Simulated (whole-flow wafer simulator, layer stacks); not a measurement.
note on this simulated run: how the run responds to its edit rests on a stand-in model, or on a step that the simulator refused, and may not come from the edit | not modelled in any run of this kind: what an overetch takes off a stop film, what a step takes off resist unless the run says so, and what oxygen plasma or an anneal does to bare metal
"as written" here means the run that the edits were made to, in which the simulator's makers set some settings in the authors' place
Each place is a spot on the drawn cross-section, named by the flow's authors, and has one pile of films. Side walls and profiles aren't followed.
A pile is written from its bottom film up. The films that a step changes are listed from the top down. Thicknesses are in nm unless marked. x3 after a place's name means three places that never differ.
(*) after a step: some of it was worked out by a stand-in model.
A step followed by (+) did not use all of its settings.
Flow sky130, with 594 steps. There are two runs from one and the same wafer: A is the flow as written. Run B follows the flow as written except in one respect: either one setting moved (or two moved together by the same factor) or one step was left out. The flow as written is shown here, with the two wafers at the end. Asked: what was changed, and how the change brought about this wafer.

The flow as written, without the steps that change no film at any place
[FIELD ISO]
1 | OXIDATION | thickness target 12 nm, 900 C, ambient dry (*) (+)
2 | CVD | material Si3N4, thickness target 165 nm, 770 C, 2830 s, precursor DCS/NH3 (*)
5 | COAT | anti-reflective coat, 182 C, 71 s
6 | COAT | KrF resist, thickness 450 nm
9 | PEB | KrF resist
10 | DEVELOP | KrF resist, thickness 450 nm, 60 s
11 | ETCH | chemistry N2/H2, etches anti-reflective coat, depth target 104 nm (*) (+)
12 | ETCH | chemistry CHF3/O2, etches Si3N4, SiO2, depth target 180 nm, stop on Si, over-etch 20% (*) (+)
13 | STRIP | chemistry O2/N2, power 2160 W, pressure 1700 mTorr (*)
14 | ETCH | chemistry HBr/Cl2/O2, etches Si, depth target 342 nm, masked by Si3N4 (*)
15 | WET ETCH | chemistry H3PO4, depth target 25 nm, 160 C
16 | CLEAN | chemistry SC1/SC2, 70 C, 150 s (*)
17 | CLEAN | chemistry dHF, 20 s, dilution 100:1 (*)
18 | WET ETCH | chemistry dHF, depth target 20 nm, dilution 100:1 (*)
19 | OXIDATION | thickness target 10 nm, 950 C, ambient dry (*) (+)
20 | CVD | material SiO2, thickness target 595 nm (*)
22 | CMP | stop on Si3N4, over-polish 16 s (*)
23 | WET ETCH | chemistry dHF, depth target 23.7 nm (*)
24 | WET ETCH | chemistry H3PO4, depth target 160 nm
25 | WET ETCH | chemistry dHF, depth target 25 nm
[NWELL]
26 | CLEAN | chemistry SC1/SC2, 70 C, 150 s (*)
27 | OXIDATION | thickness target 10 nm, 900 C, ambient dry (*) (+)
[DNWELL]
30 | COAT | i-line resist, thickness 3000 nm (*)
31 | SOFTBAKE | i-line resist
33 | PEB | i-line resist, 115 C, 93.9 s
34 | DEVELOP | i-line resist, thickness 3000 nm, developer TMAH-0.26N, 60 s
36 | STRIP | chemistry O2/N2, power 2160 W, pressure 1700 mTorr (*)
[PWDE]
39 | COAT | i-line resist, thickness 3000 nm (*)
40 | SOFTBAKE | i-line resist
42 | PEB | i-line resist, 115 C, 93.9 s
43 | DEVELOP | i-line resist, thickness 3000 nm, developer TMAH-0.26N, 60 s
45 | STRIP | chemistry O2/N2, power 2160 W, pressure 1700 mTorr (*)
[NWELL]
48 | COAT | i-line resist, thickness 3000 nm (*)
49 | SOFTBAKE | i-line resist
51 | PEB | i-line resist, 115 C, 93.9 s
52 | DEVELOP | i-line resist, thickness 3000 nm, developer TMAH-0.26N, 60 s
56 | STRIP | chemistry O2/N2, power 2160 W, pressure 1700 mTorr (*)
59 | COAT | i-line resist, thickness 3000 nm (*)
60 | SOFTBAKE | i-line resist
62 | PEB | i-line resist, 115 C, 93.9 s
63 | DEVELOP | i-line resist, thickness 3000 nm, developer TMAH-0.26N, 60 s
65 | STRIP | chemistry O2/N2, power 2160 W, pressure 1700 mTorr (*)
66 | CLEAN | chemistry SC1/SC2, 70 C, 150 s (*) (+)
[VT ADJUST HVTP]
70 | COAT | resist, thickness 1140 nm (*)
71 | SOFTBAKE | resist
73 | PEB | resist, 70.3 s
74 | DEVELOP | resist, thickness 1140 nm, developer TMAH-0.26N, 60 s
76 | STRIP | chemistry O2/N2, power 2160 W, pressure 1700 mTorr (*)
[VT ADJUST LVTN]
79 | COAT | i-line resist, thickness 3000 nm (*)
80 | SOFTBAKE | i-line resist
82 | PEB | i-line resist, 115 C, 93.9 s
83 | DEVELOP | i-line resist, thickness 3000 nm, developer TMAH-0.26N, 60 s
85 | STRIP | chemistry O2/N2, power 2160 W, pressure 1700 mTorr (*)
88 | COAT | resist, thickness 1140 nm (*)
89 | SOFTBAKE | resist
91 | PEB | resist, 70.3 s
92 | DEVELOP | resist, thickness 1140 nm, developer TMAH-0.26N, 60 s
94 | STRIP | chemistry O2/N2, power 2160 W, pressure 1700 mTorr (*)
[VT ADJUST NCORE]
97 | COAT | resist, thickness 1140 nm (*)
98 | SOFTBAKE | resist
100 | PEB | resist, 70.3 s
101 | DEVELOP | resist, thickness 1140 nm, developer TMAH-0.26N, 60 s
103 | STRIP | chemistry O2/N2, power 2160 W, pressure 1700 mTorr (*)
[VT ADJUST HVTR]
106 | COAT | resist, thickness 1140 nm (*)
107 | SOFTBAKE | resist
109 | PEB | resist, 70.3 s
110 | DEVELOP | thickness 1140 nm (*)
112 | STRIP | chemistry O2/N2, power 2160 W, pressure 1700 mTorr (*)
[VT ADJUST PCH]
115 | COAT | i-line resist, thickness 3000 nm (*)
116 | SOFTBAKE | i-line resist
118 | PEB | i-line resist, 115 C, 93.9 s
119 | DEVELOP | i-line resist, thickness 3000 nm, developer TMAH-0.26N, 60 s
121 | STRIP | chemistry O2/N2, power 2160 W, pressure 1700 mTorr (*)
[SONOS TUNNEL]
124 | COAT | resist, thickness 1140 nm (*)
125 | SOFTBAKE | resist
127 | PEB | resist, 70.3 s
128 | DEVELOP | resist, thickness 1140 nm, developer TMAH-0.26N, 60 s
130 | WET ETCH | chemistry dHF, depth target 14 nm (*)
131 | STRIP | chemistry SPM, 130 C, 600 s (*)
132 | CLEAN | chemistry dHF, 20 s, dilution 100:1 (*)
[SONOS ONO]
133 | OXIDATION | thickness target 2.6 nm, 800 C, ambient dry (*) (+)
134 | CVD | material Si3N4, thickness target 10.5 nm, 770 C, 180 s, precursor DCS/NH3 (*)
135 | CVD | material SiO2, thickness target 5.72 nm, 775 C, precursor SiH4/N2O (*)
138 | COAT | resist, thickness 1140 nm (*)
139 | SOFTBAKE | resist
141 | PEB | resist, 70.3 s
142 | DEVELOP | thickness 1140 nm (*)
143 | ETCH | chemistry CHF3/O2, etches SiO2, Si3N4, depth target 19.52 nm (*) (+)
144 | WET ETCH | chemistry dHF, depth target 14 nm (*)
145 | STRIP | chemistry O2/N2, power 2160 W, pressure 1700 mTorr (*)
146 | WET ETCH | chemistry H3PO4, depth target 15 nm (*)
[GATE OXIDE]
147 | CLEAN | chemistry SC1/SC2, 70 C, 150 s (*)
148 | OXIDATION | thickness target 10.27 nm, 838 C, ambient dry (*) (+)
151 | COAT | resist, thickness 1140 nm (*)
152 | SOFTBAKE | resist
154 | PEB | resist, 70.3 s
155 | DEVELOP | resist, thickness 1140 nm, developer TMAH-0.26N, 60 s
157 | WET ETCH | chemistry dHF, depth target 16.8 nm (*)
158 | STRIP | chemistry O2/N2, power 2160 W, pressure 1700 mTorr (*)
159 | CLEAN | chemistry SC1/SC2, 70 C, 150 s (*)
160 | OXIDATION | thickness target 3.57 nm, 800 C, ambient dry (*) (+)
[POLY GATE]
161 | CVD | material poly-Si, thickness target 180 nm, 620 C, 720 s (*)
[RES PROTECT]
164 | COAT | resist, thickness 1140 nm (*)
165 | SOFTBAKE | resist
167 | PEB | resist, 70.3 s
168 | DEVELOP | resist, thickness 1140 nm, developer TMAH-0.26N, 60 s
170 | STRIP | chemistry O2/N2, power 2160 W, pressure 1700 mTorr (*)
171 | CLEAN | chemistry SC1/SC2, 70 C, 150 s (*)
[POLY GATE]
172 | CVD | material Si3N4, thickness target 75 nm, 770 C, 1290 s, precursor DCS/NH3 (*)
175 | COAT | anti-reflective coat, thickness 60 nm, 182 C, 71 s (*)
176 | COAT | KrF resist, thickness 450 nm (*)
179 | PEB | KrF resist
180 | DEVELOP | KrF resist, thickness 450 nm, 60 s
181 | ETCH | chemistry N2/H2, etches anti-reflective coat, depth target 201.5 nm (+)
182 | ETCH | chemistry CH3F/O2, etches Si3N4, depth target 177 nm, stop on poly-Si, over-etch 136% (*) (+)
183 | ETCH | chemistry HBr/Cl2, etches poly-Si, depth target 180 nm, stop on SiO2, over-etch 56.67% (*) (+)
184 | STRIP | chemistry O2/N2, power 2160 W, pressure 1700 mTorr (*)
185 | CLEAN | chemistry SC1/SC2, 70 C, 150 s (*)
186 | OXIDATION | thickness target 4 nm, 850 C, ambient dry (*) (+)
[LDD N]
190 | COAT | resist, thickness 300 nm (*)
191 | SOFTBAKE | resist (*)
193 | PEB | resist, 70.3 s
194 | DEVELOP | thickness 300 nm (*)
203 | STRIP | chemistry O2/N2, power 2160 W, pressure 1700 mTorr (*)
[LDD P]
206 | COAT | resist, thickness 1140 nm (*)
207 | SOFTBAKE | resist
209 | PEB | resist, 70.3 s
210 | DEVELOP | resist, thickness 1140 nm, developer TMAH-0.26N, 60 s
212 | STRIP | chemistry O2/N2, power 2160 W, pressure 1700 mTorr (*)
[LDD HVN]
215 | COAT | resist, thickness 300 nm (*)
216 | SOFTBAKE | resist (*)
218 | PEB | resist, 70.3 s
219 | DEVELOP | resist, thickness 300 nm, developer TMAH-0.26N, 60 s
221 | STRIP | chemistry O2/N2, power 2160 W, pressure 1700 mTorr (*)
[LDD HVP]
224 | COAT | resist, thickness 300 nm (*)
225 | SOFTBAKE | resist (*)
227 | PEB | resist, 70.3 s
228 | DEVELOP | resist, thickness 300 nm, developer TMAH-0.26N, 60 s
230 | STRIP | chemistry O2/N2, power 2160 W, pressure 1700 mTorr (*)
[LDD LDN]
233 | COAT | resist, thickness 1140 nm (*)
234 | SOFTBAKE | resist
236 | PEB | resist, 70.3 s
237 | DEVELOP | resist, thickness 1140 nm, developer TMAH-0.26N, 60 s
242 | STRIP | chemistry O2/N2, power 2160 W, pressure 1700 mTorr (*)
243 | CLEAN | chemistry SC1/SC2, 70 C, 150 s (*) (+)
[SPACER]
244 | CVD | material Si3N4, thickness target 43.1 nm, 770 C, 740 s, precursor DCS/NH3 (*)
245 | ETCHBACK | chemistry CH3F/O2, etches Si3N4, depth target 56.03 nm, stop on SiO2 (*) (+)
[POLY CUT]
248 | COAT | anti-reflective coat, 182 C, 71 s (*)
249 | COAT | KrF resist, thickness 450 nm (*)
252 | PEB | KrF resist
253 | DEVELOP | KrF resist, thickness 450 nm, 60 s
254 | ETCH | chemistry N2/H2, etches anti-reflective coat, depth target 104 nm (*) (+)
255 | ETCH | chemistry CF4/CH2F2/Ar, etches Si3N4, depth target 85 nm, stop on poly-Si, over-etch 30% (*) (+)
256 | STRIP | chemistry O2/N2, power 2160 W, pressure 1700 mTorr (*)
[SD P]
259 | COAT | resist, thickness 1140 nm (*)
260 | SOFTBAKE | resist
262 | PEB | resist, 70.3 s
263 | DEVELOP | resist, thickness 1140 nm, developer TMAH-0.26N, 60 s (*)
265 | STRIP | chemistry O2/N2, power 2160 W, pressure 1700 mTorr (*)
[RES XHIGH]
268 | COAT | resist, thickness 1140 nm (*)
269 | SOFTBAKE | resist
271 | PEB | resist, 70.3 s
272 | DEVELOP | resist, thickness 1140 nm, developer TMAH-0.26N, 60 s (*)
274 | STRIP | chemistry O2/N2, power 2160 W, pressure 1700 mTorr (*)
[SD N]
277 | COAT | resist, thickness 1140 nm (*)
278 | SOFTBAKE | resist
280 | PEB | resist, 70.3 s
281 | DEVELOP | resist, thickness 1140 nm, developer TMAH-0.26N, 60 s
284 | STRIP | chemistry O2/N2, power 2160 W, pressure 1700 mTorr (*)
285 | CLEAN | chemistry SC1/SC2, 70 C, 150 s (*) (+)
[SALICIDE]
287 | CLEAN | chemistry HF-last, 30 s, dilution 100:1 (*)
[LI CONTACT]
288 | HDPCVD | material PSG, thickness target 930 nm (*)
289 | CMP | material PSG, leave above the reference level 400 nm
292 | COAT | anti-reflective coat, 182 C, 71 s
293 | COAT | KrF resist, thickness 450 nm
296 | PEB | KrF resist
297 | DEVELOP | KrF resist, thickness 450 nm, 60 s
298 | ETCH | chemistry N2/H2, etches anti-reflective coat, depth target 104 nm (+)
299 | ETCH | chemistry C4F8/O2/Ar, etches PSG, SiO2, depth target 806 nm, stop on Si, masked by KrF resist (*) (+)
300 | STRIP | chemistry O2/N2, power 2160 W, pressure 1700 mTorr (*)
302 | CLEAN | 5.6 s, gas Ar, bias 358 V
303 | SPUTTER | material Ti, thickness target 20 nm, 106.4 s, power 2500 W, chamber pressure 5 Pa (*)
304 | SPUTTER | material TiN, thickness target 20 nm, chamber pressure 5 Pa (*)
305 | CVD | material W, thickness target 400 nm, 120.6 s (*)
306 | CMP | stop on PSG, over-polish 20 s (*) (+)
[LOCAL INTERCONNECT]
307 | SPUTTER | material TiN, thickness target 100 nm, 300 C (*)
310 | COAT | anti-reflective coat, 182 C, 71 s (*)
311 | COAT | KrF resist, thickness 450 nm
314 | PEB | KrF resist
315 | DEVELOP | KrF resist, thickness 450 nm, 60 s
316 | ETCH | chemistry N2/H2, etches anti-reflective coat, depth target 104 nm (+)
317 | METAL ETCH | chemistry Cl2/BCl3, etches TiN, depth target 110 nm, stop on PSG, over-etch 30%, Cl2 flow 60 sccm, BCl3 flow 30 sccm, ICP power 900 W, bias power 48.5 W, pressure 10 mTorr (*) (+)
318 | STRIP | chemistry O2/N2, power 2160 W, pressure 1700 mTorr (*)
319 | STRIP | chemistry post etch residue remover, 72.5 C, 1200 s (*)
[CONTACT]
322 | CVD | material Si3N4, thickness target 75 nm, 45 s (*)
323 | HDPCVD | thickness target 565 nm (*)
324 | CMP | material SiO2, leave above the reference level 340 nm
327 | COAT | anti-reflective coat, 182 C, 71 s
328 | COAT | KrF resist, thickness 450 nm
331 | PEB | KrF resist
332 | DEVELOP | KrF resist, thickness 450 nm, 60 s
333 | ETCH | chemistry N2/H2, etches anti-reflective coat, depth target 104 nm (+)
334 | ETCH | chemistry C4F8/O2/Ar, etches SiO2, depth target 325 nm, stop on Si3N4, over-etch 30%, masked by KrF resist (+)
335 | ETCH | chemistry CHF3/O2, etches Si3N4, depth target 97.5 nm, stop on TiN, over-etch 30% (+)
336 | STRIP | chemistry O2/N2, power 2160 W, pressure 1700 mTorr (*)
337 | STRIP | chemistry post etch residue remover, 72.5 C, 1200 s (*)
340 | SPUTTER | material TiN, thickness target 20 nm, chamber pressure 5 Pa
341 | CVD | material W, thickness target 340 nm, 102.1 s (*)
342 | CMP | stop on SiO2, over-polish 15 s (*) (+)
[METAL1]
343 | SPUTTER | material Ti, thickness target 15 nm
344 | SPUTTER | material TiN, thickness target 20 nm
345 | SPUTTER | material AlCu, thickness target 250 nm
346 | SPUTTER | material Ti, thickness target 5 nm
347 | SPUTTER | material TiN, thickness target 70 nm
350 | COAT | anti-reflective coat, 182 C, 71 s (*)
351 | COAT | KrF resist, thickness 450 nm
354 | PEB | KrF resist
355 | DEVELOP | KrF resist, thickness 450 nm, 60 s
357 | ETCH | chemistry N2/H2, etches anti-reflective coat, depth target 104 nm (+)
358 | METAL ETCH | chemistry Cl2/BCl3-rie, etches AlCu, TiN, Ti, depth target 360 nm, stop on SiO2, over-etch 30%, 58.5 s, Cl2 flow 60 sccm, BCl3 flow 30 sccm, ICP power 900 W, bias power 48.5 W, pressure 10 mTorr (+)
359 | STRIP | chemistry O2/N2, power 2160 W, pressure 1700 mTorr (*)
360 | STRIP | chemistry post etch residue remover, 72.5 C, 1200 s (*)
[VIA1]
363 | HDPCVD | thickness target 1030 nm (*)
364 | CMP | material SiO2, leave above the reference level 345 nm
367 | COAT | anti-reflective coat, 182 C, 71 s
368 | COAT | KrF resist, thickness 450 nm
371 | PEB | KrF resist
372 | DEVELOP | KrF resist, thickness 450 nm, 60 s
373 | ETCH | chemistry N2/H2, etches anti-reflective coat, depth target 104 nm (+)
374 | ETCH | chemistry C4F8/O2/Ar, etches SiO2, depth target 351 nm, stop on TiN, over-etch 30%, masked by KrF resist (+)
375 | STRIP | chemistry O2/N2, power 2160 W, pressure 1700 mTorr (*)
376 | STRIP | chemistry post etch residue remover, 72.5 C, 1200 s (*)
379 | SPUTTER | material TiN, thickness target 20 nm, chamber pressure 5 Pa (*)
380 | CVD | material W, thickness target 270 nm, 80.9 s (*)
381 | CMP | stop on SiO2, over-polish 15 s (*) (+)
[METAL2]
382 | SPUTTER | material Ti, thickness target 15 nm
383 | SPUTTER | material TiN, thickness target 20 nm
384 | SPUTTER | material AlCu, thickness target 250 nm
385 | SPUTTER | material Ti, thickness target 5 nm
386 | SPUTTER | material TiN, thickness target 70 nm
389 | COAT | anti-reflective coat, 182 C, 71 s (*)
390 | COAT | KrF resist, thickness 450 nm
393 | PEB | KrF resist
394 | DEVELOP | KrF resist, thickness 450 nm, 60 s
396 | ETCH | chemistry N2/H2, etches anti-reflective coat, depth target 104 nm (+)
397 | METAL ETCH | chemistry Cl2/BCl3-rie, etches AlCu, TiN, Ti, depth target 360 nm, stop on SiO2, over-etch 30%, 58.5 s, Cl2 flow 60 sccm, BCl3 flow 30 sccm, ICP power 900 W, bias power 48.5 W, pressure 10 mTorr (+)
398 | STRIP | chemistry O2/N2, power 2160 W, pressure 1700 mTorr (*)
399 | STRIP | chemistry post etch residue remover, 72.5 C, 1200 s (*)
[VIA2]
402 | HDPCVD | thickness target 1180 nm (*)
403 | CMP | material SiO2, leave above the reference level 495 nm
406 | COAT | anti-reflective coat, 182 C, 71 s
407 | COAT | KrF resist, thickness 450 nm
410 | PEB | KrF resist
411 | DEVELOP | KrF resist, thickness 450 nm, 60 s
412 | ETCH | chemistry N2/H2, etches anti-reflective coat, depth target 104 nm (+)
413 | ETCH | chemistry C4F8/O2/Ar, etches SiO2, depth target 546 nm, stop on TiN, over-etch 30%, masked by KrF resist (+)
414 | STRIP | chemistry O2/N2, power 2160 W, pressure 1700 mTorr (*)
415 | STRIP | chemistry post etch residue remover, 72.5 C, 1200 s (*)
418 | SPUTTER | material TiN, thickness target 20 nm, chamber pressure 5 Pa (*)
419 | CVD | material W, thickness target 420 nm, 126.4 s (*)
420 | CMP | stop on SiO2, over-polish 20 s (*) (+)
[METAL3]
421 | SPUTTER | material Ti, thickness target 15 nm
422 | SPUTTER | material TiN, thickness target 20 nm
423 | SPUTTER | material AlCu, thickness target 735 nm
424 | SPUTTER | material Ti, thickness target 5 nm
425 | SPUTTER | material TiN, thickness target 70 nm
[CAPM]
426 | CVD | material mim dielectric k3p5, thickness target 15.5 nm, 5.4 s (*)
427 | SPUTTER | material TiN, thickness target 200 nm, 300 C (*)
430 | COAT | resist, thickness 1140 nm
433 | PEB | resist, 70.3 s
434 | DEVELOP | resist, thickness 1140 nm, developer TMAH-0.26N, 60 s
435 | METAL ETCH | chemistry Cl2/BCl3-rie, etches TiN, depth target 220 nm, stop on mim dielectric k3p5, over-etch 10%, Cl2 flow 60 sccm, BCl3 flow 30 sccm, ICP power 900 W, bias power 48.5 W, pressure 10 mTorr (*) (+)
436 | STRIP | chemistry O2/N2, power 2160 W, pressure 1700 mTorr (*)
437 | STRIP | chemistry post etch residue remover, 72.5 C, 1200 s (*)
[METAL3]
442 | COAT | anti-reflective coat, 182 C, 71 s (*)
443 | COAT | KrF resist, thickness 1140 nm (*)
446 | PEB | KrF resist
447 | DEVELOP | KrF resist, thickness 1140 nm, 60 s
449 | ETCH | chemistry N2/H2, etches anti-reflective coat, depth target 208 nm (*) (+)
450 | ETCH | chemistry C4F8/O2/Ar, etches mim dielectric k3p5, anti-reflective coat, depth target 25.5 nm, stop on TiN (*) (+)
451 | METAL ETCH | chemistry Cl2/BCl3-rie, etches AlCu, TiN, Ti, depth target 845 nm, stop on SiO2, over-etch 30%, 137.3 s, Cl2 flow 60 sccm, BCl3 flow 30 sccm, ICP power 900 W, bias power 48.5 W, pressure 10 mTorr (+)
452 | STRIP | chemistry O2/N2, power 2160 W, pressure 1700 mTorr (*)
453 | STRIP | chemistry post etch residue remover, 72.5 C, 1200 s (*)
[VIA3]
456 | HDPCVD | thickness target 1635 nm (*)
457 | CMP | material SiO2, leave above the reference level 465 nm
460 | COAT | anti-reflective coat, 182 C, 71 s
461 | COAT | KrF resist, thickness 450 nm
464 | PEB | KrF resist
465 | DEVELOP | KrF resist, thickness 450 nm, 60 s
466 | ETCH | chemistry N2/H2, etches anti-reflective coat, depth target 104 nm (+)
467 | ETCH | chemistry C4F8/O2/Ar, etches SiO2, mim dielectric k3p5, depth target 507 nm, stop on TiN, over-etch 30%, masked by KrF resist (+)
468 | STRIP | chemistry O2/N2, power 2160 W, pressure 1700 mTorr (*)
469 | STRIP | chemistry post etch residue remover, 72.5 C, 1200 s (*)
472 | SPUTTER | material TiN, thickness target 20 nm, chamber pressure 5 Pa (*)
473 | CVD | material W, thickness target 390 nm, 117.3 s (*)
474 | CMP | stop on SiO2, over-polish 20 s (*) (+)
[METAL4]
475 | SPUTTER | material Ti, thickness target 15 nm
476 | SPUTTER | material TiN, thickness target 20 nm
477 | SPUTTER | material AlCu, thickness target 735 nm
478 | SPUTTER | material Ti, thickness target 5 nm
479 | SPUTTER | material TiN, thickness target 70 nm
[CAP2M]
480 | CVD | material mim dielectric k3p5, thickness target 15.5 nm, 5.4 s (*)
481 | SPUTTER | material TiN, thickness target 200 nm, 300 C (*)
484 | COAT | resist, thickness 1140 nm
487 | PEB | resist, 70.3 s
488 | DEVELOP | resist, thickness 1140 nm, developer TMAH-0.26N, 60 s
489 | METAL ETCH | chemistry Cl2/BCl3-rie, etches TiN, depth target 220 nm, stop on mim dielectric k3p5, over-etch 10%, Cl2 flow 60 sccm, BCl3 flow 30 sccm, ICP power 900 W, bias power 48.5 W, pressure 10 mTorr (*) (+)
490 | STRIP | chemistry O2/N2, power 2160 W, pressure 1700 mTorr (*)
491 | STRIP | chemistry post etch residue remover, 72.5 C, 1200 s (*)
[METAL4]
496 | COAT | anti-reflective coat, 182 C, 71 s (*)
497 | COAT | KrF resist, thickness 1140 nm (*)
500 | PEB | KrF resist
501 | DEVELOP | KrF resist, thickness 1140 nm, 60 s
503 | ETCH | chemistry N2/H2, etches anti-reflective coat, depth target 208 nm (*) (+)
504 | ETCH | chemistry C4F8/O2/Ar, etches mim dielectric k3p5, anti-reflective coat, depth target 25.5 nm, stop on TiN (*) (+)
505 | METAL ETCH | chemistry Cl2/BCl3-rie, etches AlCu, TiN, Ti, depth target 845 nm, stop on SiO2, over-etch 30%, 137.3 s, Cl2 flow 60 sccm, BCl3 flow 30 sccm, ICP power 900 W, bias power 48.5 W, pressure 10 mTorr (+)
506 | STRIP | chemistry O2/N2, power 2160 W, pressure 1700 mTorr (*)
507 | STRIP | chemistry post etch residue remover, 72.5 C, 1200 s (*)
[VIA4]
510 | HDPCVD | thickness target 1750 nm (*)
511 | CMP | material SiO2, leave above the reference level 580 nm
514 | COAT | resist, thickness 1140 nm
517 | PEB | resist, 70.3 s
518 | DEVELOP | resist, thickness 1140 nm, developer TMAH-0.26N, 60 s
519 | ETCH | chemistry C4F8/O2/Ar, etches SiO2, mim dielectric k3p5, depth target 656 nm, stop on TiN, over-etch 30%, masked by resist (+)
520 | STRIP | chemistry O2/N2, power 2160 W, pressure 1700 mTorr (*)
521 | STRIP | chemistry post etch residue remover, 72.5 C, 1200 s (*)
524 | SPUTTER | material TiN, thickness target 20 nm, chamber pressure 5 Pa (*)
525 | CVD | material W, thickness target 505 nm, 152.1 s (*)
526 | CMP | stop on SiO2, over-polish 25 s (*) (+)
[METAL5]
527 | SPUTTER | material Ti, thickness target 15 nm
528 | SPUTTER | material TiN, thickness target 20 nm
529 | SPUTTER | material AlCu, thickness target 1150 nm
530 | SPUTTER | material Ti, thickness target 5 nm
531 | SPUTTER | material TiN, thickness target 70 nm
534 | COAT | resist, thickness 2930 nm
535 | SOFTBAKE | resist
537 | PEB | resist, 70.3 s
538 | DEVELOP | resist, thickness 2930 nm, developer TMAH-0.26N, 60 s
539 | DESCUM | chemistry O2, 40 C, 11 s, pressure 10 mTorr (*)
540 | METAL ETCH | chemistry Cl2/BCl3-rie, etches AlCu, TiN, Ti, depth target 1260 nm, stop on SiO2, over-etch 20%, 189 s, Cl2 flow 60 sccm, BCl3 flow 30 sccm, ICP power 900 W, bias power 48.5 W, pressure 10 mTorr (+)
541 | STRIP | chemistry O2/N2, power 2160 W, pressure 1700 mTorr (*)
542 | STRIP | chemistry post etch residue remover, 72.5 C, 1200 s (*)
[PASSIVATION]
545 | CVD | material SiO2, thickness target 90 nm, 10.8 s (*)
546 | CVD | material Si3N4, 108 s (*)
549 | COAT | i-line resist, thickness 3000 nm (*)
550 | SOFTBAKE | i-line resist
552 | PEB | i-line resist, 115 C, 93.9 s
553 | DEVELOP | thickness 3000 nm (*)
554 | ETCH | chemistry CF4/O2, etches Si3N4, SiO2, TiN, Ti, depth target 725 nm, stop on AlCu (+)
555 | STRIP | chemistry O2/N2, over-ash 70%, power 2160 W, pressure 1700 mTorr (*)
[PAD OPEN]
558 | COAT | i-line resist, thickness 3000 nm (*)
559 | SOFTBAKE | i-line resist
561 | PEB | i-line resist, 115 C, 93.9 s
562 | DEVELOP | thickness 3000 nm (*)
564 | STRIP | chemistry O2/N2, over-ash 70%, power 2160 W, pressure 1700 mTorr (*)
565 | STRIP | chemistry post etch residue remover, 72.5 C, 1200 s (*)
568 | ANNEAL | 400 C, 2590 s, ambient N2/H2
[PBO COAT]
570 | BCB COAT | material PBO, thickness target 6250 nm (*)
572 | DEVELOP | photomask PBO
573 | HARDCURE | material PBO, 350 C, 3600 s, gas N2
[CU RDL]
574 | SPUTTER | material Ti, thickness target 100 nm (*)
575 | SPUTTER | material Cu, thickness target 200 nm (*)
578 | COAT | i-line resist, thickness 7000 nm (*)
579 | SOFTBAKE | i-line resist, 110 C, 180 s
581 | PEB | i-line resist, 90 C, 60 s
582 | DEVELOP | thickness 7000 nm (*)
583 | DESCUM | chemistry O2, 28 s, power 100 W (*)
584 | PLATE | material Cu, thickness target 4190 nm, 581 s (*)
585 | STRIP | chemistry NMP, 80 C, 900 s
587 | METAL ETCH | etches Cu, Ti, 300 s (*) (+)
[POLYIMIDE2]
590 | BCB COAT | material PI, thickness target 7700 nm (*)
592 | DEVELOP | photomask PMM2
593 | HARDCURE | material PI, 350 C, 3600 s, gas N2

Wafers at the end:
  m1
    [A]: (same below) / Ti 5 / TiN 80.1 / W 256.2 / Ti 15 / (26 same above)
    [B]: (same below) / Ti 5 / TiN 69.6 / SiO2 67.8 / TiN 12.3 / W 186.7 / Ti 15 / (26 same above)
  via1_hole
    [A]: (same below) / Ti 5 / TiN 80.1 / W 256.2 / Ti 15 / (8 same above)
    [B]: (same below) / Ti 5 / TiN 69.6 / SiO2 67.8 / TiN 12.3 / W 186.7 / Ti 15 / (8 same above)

What caused this: step 374, ETCH: depth target 202 nm was run, though the flow has depth target 351 nm.

Step by step, how the change led to this:
  374 | ETCH | chemistry C4F8/O2/Ar, etches SiO2, depth target 351 nm, stop on TiN, over-etch 30%, masked by KrF resist (+)
      m1, via1_hole: A SiO2 loses 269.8 (all of it) | B SiO2 loses 202
      field, active, n_well and 186 more: A KrF resist loses 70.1 | B KrF resist loses 40.4
  375 | STRIP | chemistry O2/N2, power 2160 W, pressure 1700 mTorr (*)
      field, active, n_well and 186 more: A KrF resist loses 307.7 (all of it), anti-reflective coat loses 80 (all of it) | B KrF resist loses 337.4 (all of it), anti-reflective coat loses 80 (all of it)
  379 | SPUTTER | material TiN, thickness target 20 nm, chamber pressure 5 Pa (*)
      m1: A TiN gains 11 | B TiN gains 12.3 (new film)
      via1_hole: A TiN gains 10.9 | B TiN gains 12.3 (new film)
  380 | CVD | material W, thickness target 270 nm, 80.9 s (*)
      m1, via1_hole: A W gains 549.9 (new film) | B W gains 480.3 (new film)
With metal films that touch counted as one body, m1 has 3 bodies (between them, from the top down: SiO2 67.8; SiO2 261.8 / Si3N4 75); the flow as written gives 2 bodies (between them, from the top down: SiO2 261.8 / Si3N4 75).
With metal films that touch counted as one body, via1_hole has 2 bodies (between them, from the top down: SiO2 67.8); the flow as written gives 1 body.
